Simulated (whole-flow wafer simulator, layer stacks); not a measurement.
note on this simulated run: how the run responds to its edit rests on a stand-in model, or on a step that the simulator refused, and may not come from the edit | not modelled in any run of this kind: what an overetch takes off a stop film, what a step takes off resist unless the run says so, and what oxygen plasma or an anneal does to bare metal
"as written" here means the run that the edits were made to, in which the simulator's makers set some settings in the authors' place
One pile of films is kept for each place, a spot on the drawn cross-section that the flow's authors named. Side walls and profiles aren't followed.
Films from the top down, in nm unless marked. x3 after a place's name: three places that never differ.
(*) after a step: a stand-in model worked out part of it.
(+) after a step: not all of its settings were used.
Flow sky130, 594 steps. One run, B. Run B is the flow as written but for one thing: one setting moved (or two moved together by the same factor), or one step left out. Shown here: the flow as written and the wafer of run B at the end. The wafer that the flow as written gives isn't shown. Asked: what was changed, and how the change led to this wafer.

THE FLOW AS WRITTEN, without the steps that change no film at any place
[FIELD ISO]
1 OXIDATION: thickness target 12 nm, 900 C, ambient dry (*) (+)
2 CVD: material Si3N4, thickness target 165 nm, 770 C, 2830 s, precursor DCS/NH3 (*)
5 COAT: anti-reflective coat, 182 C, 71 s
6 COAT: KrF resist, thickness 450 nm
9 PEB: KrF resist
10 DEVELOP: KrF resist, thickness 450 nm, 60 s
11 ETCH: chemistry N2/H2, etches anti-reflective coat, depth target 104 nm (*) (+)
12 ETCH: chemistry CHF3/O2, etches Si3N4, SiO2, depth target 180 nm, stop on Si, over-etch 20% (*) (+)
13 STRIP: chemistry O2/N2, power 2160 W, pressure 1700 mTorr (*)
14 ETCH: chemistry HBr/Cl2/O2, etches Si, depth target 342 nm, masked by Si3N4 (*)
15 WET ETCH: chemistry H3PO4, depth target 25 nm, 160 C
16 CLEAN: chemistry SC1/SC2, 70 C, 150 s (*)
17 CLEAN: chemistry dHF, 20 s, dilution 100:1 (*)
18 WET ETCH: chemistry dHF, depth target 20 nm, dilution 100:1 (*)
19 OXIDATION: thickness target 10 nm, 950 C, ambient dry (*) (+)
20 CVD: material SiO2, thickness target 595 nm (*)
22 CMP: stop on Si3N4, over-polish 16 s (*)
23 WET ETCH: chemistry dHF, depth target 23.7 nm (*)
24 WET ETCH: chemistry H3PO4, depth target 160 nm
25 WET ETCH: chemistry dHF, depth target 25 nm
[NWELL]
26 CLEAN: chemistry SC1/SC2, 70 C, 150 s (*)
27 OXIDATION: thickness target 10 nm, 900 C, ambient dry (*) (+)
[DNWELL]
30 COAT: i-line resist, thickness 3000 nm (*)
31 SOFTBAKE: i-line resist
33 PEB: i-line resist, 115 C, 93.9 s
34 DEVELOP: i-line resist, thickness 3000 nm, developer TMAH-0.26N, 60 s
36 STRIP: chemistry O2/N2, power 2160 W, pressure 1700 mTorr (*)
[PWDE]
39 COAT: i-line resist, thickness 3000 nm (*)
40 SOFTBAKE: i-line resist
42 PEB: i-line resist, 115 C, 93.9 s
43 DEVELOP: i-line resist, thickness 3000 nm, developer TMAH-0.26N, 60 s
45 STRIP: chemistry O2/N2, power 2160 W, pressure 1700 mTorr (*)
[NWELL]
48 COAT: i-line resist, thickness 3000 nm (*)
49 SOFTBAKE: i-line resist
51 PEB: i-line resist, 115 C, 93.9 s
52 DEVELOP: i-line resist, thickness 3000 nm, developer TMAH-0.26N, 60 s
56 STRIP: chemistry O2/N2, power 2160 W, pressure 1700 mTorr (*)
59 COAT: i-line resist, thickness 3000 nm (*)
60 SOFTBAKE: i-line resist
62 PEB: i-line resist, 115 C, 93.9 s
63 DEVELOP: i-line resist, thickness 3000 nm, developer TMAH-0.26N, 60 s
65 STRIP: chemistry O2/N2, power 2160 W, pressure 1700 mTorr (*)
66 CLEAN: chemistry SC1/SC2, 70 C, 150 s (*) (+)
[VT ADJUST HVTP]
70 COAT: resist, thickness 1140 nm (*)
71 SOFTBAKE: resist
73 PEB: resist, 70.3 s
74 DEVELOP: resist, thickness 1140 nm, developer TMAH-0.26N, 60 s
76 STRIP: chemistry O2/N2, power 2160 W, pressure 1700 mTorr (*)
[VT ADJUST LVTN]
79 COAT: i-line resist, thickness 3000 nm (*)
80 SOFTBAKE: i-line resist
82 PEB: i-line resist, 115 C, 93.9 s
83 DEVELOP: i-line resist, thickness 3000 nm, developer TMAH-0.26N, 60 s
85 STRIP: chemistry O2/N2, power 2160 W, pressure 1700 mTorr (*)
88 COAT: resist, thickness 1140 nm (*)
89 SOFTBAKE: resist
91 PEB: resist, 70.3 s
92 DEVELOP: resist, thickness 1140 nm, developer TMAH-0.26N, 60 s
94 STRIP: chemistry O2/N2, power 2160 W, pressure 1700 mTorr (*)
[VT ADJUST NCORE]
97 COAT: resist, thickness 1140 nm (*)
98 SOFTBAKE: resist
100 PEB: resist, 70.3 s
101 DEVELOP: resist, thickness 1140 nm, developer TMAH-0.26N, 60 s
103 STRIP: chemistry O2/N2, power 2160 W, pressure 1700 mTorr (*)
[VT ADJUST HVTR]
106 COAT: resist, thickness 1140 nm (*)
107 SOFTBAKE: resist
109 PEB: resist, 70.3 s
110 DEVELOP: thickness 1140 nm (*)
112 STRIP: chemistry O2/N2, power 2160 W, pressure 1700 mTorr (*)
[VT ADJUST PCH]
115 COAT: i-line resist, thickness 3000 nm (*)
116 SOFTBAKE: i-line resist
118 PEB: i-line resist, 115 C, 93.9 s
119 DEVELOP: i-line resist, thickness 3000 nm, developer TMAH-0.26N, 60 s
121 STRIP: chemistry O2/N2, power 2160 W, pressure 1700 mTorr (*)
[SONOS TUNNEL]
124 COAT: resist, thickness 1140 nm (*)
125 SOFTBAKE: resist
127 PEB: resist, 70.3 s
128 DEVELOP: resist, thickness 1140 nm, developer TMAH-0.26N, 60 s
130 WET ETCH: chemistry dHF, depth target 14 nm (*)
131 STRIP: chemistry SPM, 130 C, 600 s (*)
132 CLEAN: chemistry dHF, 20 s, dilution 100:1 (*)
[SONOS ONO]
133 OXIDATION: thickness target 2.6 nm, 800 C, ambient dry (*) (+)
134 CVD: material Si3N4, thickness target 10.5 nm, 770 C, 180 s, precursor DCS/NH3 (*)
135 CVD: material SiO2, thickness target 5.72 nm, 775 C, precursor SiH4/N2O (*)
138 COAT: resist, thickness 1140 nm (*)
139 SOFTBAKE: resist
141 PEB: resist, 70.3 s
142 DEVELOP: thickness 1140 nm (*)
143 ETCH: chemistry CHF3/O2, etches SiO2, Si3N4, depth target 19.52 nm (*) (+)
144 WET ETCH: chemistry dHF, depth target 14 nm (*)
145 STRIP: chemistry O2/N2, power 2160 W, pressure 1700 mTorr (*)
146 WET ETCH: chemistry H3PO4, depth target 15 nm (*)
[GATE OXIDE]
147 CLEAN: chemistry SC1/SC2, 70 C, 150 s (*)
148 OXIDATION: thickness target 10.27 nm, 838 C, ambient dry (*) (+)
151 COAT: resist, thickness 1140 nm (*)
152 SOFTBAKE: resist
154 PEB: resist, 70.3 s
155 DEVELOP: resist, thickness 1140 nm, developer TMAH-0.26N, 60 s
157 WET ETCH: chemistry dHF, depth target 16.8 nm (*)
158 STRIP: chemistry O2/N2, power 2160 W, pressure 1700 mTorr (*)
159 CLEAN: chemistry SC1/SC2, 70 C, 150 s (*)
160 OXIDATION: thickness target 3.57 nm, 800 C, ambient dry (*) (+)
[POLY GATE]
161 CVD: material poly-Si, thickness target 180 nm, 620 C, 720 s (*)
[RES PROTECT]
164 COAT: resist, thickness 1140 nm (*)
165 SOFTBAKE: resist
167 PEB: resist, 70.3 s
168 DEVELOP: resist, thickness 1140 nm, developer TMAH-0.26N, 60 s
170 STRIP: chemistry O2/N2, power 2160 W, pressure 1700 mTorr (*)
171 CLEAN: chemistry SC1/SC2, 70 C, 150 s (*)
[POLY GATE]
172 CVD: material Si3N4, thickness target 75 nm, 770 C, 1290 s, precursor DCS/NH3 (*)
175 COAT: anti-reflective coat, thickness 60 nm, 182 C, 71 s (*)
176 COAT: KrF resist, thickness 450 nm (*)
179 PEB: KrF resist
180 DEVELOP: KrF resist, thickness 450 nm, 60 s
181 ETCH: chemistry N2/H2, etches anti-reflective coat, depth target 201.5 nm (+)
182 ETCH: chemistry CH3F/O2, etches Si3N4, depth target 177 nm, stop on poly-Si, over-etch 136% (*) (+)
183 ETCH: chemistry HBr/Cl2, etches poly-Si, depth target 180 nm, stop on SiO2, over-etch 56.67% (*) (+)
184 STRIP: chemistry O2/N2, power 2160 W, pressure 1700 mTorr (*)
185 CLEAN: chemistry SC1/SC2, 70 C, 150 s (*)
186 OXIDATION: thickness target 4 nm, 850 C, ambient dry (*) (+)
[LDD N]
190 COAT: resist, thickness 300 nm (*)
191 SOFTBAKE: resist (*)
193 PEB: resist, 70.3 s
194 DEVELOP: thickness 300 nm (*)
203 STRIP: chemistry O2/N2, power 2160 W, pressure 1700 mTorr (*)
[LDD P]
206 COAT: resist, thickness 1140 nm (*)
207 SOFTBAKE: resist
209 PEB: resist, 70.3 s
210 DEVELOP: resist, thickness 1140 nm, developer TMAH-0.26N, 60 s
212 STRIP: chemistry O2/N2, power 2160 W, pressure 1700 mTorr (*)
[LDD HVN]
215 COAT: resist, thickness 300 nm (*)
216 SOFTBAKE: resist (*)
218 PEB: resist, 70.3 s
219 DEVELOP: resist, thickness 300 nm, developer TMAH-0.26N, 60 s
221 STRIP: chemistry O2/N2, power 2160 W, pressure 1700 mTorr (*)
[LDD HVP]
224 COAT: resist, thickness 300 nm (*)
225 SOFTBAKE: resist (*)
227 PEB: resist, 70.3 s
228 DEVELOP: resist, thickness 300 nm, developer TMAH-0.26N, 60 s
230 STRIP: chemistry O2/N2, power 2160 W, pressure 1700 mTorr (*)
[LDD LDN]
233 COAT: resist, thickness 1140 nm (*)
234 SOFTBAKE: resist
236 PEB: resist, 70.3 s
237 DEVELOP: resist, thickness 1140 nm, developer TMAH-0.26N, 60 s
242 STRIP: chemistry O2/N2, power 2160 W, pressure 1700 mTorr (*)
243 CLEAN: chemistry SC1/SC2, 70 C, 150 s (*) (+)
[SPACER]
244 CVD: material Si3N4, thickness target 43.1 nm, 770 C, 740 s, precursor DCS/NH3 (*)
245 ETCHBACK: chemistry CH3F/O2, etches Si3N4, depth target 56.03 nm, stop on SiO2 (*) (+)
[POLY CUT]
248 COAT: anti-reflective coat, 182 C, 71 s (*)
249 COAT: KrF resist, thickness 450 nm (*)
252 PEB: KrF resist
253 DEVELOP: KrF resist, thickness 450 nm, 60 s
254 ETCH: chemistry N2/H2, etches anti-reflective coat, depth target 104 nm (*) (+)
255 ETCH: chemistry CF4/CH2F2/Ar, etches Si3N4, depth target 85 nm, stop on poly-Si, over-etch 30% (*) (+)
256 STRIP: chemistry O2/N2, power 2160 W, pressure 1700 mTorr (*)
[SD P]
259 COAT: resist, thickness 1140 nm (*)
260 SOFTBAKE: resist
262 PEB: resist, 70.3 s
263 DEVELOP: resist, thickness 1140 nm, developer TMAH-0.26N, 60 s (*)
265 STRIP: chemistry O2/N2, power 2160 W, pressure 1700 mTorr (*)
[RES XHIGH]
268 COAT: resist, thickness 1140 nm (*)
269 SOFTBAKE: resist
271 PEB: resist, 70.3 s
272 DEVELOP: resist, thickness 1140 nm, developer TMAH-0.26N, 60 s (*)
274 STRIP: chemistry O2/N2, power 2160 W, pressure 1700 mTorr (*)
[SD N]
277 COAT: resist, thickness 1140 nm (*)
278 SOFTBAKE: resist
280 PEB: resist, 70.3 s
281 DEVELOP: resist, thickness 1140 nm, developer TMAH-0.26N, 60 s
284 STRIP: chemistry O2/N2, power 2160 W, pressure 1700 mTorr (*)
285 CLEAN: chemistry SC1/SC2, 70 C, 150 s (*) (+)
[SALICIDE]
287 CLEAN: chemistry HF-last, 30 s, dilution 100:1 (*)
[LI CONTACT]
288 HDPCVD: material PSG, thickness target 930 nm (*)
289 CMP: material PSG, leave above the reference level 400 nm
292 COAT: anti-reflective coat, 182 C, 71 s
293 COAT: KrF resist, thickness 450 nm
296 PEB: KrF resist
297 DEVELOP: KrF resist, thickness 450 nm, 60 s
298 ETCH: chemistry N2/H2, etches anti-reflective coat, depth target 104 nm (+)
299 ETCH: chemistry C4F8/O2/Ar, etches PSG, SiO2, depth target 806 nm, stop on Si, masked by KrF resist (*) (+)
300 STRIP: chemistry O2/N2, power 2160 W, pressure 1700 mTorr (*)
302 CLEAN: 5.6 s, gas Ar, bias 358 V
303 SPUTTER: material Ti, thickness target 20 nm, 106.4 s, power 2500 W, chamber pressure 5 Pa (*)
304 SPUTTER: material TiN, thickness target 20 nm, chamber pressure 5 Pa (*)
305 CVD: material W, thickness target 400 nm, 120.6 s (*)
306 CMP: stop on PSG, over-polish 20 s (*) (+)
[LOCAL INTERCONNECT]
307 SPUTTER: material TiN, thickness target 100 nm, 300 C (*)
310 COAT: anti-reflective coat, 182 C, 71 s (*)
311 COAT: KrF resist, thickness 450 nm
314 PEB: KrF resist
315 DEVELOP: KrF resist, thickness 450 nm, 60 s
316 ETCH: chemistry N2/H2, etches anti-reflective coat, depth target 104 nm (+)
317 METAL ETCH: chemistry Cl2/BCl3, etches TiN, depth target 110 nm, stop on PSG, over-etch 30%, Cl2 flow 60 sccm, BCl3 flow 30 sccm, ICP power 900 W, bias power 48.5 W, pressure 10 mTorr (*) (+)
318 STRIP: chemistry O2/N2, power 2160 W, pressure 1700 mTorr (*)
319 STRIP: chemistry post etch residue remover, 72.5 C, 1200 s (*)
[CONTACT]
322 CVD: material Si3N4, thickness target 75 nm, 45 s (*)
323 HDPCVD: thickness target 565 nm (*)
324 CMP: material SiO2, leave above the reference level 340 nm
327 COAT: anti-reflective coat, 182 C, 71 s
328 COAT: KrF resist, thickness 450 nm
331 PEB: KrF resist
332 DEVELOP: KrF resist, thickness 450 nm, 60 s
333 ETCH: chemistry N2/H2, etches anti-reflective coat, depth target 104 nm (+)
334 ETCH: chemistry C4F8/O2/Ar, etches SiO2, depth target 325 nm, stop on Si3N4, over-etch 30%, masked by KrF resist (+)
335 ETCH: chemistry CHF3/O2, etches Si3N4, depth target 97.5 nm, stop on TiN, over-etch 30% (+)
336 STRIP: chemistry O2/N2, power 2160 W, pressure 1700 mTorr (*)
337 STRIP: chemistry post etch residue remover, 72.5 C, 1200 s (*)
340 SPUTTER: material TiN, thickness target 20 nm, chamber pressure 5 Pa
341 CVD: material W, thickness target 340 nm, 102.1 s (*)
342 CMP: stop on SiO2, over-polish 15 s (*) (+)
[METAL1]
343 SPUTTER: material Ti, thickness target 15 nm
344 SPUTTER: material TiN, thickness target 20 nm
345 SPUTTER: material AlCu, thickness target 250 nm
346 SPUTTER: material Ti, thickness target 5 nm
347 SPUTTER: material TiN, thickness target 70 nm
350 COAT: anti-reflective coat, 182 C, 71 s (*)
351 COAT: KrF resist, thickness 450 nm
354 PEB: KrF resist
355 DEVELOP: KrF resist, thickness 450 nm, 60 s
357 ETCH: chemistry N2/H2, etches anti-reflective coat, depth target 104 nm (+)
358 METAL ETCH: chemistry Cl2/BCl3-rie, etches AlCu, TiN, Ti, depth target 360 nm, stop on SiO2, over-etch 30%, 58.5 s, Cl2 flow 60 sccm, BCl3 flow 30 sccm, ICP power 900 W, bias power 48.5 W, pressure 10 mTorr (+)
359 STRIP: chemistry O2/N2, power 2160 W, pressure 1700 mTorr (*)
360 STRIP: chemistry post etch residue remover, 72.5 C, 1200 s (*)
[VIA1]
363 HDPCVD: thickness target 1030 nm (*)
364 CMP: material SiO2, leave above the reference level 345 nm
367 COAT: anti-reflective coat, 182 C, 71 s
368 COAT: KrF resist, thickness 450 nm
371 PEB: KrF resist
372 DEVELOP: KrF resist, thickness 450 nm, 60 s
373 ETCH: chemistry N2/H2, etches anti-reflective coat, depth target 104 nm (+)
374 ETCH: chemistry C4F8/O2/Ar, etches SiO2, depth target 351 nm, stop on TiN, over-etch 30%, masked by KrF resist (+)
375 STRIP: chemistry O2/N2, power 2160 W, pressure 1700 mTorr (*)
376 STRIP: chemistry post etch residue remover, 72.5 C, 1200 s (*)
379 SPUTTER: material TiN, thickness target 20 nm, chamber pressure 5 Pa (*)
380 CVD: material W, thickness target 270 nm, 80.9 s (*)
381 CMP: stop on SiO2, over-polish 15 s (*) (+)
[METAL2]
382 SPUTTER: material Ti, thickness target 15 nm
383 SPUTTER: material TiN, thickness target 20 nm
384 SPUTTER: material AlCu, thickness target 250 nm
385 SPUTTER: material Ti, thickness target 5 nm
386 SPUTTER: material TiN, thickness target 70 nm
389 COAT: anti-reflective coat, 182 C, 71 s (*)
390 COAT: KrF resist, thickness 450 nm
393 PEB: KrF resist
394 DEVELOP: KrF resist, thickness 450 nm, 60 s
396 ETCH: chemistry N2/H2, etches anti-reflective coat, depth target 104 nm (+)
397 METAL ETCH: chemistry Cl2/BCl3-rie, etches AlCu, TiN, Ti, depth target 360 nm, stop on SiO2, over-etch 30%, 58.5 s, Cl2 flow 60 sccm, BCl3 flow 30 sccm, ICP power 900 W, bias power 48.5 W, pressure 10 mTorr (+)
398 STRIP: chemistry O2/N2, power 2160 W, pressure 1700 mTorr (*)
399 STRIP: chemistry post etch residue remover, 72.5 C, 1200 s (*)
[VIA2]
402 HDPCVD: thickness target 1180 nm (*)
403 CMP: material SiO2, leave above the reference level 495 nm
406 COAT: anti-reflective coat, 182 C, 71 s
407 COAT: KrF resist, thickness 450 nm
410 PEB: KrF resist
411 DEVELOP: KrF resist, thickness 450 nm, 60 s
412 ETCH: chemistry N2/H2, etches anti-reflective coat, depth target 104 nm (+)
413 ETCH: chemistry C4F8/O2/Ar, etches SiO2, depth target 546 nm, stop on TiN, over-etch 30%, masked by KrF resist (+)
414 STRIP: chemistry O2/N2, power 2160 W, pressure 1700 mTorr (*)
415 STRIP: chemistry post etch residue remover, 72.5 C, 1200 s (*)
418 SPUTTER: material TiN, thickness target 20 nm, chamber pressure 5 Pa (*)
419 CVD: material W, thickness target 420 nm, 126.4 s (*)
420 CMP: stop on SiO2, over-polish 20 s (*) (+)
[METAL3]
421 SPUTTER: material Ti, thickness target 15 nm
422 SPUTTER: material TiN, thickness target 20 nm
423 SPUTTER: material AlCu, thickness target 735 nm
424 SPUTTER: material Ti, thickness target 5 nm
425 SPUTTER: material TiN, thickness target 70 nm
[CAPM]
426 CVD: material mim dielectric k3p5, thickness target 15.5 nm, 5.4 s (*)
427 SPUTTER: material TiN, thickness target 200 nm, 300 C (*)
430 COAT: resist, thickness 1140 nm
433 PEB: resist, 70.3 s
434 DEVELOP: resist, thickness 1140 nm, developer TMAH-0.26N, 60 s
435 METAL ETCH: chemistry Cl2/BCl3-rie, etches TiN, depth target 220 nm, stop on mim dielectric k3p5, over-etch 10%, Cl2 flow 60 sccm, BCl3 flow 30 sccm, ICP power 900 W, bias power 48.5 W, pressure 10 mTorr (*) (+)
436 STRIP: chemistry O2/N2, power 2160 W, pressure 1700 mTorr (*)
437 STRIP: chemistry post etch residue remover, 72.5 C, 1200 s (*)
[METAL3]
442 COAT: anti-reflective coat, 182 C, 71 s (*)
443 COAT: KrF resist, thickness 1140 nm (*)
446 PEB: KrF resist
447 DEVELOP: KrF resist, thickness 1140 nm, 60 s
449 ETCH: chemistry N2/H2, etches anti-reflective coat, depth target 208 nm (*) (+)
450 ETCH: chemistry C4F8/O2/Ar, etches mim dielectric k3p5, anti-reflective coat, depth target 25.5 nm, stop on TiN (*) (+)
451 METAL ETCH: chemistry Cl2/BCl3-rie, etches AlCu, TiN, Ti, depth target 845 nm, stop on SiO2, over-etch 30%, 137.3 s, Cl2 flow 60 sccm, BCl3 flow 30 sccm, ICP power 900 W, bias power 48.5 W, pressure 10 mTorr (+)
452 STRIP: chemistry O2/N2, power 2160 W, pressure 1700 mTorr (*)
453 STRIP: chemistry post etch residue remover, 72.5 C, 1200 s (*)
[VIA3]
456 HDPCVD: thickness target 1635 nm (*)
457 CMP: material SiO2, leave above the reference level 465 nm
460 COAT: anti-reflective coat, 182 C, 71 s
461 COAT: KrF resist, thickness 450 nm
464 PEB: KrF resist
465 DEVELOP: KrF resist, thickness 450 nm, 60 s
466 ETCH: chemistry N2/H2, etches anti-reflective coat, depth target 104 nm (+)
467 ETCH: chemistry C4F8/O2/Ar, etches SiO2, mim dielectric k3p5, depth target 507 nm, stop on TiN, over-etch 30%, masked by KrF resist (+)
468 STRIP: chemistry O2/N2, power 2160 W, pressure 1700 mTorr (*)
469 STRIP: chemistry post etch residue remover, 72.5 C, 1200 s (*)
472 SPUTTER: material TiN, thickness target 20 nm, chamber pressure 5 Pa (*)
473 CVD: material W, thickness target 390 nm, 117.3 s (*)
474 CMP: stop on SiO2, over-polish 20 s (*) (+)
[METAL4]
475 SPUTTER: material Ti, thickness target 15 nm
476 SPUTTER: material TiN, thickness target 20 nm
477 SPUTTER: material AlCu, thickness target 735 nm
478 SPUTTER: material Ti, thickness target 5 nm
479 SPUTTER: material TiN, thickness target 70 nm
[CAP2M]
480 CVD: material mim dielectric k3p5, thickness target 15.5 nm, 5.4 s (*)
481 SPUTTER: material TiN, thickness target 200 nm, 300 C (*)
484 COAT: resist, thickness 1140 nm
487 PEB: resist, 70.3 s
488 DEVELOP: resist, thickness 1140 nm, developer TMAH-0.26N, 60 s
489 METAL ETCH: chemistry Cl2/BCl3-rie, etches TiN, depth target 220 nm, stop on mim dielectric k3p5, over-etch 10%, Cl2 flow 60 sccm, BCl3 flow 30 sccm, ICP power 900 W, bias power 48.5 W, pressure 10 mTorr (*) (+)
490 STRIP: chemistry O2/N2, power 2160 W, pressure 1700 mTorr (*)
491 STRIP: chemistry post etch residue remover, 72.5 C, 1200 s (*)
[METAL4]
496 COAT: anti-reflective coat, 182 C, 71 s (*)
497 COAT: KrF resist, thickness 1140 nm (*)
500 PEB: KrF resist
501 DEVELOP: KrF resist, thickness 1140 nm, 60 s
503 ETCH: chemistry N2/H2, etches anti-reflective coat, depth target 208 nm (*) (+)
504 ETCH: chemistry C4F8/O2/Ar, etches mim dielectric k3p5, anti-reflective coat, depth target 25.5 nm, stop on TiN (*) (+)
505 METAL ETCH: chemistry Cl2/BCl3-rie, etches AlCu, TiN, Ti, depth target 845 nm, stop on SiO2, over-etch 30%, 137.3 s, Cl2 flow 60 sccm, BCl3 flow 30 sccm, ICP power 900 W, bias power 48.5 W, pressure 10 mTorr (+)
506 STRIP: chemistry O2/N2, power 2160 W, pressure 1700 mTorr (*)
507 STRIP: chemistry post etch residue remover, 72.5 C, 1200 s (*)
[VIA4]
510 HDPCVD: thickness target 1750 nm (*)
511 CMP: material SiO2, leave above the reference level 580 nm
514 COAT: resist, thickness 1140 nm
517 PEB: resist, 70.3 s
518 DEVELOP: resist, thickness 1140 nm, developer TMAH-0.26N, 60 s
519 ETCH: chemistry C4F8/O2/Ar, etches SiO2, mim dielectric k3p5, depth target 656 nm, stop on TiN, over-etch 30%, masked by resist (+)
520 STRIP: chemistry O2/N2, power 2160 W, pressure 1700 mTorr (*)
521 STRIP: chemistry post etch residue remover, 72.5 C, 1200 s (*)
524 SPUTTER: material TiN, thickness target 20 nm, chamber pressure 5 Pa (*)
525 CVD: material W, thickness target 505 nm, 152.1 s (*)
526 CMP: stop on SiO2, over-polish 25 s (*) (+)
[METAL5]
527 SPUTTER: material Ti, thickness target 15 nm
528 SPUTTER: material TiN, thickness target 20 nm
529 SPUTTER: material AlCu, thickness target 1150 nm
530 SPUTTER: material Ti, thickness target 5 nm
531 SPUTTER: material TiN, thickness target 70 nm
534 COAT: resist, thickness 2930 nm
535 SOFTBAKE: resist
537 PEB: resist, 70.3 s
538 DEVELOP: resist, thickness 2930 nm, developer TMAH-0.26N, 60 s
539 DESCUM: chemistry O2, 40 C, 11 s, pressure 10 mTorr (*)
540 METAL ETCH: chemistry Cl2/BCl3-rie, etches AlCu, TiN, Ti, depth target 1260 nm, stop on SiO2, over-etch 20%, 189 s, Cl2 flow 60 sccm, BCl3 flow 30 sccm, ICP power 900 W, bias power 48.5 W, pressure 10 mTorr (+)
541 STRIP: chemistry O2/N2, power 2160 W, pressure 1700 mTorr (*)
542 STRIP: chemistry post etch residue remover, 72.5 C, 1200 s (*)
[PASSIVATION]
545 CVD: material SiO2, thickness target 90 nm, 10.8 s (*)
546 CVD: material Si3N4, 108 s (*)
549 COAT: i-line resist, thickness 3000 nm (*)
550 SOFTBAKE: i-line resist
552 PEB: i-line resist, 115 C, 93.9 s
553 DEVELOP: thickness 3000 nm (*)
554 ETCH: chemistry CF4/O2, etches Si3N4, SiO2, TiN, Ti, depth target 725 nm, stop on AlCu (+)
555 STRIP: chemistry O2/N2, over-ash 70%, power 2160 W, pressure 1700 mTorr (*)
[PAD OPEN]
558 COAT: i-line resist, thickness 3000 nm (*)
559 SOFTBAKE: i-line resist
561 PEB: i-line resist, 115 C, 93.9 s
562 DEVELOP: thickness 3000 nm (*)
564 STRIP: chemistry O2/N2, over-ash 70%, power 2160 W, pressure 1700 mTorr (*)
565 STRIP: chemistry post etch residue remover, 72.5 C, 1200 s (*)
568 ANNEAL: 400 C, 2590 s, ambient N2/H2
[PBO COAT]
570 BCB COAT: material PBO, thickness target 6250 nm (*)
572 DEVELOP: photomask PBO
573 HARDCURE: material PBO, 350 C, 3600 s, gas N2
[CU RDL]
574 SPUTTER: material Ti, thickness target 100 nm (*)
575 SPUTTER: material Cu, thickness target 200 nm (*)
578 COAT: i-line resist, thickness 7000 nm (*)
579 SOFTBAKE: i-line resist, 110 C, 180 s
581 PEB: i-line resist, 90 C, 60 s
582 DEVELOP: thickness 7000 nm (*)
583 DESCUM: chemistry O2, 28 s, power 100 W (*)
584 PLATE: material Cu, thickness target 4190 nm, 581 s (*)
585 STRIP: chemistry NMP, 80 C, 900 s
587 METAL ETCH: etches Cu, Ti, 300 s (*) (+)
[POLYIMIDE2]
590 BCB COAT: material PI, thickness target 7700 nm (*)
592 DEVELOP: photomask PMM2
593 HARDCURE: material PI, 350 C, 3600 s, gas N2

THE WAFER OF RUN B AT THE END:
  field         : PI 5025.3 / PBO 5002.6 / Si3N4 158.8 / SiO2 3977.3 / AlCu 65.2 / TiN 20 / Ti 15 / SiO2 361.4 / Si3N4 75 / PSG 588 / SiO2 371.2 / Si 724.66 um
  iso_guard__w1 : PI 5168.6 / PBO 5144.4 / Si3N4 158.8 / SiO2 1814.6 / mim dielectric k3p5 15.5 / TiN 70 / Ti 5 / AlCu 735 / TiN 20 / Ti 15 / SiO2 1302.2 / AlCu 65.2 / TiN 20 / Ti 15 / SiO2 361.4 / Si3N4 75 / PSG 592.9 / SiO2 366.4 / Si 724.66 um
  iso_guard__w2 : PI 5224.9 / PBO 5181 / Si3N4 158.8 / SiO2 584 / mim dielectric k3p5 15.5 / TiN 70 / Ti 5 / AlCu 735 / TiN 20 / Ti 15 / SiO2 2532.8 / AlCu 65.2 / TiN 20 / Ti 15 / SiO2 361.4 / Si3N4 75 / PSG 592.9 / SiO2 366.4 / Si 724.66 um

The cause: step 358, METAL ETCH: depth target 194.4 nm was run, where the flow has depth target 360 nm; step 358, METAL ETCH: 31.6 s was run, where the flow has 58.5 s.

How the change led to this, step by step:
  358 METAL ETCH: chemistry Cl2/BCl3-rie, etches AlCu, TiN, Ti, depth target 360 nm, stop on SiO2, over-etch 30%, 58.5 s, Cl2 flow 60 sccm, BCl3 flow 30 sccm, ICP power 900 W, bias power 48.5 W, pressure 10 mTorr (+)
      field, active, gate and 81 more: TiN -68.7 (all of it), Ti -5 (all of it), AlCu -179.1 (as written it would be: TiN -68.7 (all of it), Ti -5 (all of it), AlCu -250 (all of it), TiN -20 (all of it), Ti -15 (all of it), SiO2 -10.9)
      n_well, p_well, gate_hv and 104 more: KrF resist -126.4 (as written it would be: KrF resist -234)
  359 STRIP: chemistry O2/N2, power 2160 W, pressure 1700 mTorr (*)
      n_well, p_well, gate_hv and 100 more: KrF resist -251.5 (all of it), anti-reflective coat -80 (all of it) (as written it would be: KrF resist -143.8 (all of it), anti-reflective coat -80 (all of it))
      poly_licon, ndiff_licon, ndiff_licon_cpp, rpo_hd_licon: KrF resist -251.5 (all of it), anti-reflective coat -80.5 (all of it) (as written it would be: KrF resist -143.9 (all of it), anti-reflective coat -80.5 (all of it))
  360 STRIP: chemistry post etch residue remover, 72.5 C, 1200 s (*)
      field, active, gate and 81 more: AlCu -5.72 (as written it would be: nothing)
  363 HDPCVD: thickness target 1030 nm (*)
      field, active, gate and 81 more: SiO2 +1030 (new film) (as written it would be: SiO2 +1030)
  364 CMP: material SiO2, leave above the reference level 345 nm
      field, active, gate and 81 more: SiO2 -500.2 (as written it would be: SiO2 -389.1)
Counting metal films that touch as one body, field has 1 body; the flow as written gives 0 bodies.
Counting metal films that touch as one body, iso_guard__w1 has 2 bodies (between them, from the top down: SiO2 1302.2); the flow as written gives 1 body.
Counting metal films that touch as one body, iso_guard__w2 has 2 bodies (between them, from the top down: SiO2 2532.8); the flow as written gives 1 body.
